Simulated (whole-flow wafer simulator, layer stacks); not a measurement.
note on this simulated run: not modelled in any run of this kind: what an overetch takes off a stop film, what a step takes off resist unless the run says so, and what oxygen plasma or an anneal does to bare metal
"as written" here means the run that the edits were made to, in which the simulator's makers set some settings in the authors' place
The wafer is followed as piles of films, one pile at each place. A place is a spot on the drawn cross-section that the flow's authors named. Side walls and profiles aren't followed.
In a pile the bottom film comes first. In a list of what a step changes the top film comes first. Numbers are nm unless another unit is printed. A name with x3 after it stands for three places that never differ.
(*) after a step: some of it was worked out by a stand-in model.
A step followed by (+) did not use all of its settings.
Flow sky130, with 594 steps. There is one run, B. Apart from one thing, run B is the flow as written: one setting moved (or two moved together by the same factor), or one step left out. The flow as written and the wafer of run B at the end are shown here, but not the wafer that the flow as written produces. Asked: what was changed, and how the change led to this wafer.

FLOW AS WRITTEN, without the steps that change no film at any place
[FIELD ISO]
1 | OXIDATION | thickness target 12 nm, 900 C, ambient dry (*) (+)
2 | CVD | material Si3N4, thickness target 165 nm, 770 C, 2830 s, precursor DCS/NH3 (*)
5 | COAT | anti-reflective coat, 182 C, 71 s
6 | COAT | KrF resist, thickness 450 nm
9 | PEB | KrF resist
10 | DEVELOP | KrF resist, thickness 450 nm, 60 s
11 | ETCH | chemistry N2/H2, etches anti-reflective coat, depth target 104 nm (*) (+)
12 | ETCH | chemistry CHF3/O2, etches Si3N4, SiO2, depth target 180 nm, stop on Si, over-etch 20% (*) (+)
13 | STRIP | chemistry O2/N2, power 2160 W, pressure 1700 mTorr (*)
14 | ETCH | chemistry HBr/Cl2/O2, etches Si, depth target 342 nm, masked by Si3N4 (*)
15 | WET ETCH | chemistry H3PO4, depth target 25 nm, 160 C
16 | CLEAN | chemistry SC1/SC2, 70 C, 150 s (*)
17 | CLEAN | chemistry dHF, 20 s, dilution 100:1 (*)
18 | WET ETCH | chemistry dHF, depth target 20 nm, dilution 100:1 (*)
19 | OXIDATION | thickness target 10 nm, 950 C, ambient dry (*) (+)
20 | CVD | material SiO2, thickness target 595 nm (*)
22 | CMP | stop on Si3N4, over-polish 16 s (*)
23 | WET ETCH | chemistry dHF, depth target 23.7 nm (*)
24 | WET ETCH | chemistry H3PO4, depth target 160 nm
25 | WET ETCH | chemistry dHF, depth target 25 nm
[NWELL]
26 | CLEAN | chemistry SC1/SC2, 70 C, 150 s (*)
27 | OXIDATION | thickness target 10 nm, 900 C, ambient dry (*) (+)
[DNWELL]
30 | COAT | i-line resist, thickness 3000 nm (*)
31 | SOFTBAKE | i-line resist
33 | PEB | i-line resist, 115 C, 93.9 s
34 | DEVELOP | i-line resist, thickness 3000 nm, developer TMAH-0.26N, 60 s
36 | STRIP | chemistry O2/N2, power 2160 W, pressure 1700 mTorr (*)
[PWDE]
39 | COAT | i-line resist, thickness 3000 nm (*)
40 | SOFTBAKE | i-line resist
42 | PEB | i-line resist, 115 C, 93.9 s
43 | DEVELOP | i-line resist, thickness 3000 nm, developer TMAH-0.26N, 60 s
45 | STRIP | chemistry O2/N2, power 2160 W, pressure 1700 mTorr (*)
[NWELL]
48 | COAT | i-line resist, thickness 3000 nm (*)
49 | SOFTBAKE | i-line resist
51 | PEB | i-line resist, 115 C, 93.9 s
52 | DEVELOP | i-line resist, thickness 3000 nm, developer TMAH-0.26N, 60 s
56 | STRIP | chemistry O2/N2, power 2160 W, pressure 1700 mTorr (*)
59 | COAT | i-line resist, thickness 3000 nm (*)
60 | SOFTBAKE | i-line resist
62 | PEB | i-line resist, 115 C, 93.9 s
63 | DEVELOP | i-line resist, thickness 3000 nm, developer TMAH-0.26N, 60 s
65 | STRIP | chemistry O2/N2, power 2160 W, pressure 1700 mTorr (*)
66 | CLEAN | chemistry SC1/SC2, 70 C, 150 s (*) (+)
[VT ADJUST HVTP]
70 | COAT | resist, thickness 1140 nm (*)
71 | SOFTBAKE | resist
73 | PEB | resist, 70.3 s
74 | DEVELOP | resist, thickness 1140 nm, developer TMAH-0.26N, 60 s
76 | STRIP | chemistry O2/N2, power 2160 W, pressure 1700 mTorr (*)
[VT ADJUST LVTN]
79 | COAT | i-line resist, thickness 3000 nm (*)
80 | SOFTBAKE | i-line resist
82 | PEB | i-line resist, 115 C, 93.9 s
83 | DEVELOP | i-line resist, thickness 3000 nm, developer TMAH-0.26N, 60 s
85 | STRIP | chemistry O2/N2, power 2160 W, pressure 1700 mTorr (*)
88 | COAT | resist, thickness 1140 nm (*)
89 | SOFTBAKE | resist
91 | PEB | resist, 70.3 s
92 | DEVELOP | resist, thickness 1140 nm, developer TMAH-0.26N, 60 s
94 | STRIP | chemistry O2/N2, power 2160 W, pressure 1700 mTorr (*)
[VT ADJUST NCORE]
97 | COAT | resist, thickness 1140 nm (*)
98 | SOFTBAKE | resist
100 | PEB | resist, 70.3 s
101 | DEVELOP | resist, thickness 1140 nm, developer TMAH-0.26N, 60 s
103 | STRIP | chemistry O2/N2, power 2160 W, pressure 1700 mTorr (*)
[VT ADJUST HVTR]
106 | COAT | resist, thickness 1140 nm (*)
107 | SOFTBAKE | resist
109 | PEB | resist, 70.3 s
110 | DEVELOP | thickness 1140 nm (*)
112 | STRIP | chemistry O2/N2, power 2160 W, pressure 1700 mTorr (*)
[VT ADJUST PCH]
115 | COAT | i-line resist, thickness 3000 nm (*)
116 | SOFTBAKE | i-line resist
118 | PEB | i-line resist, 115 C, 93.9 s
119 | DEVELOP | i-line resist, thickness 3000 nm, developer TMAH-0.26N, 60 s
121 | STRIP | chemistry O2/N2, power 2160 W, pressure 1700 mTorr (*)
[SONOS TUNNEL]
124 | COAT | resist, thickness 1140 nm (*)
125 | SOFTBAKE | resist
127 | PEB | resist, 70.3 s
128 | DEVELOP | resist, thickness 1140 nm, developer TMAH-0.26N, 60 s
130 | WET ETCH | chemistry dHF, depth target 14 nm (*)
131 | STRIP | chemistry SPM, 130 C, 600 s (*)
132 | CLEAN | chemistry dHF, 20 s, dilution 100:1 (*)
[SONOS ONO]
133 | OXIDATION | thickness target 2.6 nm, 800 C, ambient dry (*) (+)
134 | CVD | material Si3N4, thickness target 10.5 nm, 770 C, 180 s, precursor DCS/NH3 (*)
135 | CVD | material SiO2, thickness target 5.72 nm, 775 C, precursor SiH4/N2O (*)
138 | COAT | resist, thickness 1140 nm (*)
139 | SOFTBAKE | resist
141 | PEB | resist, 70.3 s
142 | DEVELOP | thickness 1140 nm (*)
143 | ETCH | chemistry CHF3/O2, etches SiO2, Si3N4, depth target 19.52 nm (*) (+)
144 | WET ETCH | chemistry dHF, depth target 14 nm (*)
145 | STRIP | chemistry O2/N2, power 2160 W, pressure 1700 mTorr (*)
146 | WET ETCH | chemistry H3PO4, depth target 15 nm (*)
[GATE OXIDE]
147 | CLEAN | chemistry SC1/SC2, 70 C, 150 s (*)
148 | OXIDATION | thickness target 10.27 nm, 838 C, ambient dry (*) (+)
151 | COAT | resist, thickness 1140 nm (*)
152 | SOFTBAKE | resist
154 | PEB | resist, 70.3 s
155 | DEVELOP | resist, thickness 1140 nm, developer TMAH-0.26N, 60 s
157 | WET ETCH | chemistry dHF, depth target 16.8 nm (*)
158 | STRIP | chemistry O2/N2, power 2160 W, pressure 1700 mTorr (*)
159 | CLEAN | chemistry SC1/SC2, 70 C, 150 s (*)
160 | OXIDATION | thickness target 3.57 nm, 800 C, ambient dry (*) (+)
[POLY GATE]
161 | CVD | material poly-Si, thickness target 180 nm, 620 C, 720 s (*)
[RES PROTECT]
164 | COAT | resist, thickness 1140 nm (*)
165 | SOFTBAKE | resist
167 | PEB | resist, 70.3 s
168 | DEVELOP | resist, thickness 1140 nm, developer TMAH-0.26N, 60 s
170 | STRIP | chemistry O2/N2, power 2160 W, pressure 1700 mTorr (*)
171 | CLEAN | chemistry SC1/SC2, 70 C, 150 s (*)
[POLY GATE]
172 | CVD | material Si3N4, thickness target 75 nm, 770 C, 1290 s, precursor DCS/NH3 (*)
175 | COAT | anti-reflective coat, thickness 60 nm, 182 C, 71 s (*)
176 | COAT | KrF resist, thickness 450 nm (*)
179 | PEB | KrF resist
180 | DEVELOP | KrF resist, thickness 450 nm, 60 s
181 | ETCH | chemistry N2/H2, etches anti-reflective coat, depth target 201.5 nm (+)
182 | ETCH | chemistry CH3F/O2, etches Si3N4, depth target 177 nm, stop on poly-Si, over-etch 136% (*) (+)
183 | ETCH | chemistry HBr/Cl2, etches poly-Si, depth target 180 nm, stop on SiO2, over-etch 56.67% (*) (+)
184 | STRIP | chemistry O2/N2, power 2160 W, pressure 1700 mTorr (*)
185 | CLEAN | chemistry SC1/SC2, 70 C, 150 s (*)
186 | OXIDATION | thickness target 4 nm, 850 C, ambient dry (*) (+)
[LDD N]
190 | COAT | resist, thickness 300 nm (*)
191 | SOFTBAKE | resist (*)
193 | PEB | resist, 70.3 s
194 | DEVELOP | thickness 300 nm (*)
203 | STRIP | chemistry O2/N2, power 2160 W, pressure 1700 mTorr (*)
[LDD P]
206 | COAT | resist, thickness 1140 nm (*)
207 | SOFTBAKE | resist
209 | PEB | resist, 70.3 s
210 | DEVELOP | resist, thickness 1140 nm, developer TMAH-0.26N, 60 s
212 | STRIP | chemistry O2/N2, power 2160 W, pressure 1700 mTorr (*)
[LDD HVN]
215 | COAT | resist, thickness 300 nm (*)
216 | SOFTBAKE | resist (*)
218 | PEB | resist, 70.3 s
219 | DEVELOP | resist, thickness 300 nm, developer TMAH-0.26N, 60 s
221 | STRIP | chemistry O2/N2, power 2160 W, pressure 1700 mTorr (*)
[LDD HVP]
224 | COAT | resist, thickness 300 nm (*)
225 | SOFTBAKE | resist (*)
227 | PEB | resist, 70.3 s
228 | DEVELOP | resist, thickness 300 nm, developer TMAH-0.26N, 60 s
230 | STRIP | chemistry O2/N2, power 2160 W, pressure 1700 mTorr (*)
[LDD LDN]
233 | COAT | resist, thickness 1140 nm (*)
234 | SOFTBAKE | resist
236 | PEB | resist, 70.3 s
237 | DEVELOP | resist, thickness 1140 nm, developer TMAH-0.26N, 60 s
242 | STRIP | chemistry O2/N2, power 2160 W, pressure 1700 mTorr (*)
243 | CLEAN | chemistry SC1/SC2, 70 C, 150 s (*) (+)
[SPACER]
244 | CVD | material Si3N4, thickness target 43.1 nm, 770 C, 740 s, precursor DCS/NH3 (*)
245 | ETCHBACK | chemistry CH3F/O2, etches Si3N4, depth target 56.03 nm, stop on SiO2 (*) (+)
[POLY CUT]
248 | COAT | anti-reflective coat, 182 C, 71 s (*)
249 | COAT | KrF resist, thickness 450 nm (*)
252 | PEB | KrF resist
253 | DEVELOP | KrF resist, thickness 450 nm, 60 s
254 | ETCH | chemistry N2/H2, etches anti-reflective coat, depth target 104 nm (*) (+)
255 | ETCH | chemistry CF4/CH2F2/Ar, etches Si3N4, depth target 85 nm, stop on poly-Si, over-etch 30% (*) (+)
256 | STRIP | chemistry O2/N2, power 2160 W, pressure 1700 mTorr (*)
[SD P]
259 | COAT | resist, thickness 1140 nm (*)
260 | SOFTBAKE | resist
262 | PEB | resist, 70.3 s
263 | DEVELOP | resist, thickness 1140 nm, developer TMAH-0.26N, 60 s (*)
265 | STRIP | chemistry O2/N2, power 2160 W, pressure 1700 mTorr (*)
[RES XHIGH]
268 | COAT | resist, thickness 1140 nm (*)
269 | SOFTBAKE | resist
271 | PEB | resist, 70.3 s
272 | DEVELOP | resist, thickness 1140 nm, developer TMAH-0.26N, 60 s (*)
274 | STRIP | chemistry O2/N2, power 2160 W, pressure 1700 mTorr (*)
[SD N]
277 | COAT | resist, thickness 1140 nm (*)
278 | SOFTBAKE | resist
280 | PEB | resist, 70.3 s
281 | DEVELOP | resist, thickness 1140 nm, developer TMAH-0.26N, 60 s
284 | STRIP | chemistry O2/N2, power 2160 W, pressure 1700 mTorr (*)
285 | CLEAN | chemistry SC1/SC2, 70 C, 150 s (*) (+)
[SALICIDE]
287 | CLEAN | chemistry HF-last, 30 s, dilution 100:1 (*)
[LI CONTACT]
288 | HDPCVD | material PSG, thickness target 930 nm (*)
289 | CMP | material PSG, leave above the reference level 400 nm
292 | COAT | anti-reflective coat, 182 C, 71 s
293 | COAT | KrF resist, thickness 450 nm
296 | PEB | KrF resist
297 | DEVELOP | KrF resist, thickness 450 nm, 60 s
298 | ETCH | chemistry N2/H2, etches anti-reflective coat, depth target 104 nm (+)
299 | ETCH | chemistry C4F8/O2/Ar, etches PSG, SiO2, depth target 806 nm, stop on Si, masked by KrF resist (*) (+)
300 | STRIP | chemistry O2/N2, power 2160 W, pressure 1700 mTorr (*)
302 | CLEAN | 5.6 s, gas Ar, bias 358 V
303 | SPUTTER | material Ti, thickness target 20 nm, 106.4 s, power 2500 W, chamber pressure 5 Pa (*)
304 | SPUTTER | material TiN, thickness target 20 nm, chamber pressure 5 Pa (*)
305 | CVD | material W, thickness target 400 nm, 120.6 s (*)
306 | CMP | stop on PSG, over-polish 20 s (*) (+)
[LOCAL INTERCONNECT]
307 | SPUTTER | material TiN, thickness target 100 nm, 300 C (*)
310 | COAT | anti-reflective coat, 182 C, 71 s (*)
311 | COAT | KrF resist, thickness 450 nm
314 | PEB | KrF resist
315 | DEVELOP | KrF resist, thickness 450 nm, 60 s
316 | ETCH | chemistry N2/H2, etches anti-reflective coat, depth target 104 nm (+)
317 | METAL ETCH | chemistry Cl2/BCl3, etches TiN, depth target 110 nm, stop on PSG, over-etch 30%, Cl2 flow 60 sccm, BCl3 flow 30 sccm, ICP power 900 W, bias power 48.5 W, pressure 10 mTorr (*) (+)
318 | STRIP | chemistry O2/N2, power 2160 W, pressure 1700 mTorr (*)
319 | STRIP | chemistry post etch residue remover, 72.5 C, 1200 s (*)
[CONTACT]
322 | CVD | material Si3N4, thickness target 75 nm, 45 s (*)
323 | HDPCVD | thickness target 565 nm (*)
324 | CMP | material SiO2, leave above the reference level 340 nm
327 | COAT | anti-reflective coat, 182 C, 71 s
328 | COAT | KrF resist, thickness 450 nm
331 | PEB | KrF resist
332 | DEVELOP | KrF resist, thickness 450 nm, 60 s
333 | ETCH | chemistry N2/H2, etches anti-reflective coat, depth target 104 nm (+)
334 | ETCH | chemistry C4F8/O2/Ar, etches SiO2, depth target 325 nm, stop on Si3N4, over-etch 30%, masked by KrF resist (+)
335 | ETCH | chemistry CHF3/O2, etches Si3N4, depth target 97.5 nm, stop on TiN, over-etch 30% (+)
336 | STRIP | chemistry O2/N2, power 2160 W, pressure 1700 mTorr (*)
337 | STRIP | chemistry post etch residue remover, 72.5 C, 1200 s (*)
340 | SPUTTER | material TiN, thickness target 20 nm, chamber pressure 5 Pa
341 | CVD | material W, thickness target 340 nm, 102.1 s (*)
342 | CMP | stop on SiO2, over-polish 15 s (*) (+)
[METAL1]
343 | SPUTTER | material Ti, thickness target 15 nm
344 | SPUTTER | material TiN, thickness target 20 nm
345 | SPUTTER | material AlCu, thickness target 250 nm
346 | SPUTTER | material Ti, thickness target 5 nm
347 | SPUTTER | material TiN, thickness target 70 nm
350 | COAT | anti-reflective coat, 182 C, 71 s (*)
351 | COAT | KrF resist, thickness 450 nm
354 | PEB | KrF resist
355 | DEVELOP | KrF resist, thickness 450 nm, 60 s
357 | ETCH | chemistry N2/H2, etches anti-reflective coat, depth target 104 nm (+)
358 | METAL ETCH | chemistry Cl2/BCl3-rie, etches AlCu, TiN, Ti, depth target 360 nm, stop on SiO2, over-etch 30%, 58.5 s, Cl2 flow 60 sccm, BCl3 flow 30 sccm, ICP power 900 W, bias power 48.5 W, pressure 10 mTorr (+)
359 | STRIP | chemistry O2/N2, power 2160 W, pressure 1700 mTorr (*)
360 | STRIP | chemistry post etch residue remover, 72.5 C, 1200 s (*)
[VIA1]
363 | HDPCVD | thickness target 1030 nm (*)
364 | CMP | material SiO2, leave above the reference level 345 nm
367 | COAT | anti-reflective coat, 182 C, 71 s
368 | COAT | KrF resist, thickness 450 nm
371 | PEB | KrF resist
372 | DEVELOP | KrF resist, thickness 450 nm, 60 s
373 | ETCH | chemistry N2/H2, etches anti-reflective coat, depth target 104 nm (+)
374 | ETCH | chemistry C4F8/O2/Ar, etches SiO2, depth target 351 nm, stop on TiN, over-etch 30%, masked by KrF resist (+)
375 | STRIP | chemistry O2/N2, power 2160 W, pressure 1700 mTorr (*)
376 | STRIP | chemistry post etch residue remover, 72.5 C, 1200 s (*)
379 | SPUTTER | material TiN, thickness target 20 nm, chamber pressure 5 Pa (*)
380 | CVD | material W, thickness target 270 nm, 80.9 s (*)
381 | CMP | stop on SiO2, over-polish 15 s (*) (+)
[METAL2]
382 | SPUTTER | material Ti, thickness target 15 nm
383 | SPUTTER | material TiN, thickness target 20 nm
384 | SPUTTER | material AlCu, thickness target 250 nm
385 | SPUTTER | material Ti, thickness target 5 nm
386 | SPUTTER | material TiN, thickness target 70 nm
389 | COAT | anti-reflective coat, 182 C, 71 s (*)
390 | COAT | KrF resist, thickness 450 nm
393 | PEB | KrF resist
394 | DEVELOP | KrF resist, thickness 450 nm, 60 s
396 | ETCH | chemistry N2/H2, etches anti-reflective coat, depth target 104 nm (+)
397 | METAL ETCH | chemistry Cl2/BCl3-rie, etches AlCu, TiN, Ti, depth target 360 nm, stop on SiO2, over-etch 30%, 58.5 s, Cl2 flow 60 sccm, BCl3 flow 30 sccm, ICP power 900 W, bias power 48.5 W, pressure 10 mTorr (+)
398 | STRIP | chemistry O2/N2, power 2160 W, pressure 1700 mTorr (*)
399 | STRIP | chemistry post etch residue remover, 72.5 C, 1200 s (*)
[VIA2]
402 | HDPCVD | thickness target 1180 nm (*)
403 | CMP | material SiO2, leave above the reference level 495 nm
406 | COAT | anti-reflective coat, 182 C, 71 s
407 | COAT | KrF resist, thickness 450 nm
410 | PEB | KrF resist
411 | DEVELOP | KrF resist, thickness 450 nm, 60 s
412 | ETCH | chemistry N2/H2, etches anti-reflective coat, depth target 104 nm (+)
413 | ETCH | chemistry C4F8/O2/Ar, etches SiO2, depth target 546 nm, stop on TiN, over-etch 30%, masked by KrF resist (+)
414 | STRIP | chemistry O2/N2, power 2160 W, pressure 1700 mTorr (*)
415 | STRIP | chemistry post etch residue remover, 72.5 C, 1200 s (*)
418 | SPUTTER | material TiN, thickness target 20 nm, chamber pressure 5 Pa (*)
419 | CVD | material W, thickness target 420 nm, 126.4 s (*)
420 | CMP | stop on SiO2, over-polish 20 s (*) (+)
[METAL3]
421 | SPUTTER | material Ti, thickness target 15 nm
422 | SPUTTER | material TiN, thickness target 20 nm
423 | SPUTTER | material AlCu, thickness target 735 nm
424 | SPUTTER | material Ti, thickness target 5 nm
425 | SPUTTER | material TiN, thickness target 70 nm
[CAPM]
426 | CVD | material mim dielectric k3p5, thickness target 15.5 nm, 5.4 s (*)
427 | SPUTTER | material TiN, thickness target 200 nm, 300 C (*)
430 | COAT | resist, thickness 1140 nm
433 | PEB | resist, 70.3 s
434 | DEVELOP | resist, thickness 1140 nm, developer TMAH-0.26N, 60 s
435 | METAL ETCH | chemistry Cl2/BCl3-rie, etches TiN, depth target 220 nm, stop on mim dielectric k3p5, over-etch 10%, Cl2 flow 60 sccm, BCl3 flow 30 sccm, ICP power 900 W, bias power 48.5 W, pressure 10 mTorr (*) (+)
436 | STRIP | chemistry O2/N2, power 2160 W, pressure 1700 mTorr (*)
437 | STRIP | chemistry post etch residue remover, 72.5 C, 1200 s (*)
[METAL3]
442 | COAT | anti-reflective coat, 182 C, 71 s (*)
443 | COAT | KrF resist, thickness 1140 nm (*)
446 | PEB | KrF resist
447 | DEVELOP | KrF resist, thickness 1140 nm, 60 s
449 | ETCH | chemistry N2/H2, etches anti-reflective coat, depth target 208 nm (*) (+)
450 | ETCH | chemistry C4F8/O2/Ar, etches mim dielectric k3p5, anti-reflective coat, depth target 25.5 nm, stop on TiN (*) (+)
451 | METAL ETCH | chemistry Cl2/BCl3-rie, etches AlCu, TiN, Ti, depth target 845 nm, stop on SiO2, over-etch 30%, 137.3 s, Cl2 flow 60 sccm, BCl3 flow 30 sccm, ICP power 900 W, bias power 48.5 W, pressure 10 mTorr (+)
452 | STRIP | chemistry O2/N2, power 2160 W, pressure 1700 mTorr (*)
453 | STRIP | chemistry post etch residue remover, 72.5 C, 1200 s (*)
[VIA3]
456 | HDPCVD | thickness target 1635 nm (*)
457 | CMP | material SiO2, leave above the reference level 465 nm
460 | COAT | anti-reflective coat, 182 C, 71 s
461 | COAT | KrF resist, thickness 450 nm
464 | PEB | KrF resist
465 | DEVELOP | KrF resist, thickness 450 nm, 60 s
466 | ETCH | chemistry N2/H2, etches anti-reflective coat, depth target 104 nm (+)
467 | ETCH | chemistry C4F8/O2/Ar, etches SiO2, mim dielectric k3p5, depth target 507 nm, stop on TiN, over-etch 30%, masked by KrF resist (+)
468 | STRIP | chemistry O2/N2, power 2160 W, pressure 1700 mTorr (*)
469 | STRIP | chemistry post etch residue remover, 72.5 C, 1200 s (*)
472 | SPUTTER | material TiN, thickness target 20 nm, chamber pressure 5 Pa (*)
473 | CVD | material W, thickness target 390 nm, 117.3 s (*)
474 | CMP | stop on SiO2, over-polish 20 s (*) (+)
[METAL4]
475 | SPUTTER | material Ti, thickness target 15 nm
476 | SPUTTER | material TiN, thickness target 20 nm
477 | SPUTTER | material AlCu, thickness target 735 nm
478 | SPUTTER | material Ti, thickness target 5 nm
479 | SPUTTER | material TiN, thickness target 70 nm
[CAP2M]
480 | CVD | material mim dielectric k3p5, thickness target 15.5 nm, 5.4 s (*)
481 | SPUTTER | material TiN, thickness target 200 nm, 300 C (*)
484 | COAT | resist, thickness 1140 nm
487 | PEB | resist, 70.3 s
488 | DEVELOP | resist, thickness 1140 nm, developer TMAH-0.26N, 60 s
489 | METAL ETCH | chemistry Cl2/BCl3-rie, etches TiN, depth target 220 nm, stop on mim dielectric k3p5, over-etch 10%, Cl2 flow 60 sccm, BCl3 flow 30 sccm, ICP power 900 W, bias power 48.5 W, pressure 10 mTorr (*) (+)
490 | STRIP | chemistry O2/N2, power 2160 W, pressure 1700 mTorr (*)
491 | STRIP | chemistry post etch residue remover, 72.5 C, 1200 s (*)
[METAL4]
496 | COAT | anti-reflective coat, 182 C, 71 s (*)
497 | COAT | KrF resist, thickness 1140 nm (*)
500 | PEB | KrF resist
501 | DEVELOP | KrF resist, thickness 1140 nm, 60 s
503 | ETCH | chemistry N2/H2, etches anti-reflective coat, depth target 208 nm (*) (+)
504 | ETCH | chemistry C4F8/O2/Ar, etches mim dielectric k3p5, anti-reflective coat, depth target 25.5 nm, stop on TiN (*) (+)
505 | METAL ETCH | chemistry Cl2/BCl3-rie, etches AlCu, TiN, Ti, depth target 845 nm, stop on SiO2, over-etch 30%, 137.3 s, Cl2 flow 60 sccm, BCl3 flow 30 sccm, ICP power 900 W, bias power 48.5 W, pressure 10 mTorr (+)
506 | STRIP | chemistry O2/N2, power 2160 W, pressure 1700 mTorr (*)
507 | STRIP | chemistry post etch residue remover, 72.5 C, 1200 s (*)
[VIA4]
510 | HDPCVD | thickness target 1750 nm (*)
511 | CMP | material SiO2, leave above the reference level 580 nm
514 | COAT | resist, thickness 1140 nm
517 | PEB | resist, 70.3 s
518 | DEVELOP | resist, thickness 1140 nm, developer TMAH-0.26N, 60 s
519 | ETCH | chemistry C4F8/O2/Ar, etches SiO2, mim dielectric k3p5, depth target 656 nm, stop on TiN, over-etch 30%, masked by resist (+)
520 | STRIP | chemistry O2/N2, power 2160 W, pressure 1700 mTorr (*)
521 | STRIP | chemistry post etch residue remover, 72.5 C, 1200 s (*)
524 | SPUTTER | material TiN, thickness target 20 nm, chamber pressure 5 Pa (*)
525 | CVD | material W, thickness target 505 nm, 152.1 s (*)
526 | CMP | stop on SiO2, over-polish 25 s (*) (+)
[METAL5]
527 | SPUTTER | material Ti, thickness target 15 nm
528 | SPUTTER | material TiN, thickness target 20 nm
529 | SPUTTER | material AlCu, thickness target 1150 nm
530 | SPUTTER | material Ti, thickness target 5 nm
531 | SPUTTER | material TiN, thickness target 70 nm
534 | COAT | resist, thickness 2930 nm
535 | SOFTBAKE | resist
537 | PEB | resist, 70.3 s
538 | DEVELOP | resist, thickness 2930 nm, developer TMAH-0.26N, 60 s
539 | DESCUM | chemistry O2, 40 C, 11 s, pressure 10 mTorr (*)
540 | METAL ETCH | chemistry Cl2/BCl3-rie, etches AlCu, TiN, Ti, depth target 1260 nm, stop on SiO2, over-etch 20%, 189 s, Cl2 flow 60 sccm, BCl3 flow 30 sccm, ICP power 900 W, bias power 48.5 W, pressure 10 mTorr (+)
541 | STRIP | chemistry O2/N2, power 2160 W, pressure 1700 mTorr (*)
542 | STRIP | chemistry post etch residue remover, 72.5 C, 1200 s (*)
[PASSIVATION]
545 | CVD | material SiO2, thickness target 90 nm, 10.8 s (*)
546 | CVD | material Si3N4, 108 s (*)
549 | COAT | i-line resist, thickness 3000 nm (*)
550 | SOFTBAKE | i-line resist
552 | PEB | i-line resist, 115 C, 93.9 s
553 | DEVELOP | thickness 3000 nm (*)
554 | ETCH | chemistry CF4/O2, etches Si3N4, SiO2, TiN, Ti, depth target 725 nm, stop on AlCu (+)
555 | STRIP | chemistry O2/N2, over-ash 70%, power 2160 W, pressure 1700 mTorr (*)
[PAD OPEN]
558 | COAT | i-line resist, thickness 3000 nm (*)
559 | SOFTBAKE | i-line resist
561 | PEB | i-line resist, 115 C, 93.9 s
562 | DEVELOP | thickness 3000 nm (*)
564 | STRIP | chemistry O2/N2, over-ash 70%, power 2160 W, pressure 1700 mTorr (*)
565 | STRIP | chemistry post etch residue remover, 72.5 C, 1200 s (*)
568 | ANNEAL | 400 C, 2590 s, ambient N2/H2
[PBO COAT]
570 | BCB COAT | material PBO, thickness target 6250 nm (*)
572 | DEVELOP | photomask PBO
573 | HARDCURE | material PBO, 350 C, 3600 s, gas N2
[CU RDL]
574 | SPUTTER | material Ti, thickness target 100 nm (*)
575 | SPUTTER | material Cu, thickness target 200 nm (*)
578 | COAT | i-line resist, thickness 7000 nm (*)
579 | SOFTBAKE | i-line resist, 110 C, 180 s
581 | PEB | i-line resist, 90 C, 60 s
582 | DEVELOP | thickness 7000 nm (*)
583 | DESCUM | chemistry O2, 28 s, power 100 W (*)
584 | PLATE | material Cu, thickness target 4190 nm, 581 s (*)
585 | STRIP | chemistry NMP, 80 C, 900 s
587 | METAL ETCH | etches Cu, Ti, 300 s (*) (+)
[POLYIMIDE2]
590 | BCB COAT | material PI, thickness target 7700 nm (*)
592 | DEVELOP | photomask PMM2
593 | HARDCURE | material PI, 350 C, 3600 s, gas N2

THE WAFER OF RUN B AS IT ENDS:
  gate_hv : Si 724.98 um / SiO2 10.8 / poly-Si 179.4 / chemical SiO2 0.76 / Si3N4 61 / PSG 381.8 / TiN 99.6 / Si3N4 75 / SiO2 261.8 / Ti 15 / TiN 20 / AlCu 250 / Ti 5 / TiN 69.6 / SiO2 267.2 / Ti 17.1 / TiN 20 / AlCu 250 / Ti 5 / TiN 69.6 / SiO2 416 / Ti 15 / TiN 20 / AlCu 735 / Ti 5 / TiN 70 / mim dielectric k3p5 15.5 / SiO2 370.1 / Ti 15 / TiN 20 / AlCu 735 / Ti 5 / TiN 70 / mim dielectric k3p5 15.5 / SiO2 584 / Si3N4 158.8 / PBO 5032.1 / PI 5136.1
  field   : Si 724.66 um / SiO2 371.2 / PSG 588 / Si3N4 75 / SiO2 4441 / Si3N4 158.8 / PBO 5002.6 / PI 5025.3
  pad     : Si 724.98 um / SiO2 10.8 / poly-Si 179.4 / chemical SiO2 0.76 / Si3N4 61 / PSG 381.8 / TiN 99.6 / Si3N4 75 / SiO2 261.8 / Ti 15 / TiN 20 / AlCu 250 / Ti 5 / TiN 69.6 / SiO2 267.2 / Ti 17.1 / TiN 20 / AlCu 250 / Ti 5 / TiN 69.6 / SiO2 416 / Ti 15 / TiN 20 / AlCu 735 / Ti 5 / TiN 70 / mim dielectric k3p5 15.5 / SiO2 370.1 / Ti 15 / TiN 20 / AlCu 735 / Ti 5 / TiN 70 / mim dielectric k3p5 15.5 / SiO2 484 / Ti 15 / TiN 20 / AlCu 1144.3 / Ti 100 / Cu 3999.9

The reason: step 382, SPUTTER: thickness target 17.1 nm was run, while the flow as written has thickness target 15 nm.
The wafer lets one read it off: gate_hv has Ti 17.1, and step 382 as written asks for 15 nm.

Step by step, how the change led to this:
  382 | SPUTTER | material Ti, thickness target 15 nm
      field, active, n_well and 188 more: +17.1 Ti (new film) (it would be, as written: +15 Ti (new film))
  397 | METAL ETCH | chemistry Cl2/BCl3-rie, etches AlCu, TiN, Ti, depth target 360 nm, stop on SiO2, over-etch 30%, 58.5 s, Cl2 flow 60 sccm, BCl3 flow 30 sccm, ICP power 900 W, bias power 48.5 W, pressure 10 mTorr (+)
      field, active, gate and 82 more: -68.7 TiN (all of it), -5 Ti (all of it), -250 AlCu (all of it), -20 TiN (all of it), -17.1 Ti (all of it), -10.7 SiO2 (it would be, as written: -68.7 TiN (all of it), -5 Ti (all of it), -250 AlCu (all of it), -20 TiN (all of it), -15 Ti (all of it), -10.9 SiO2)
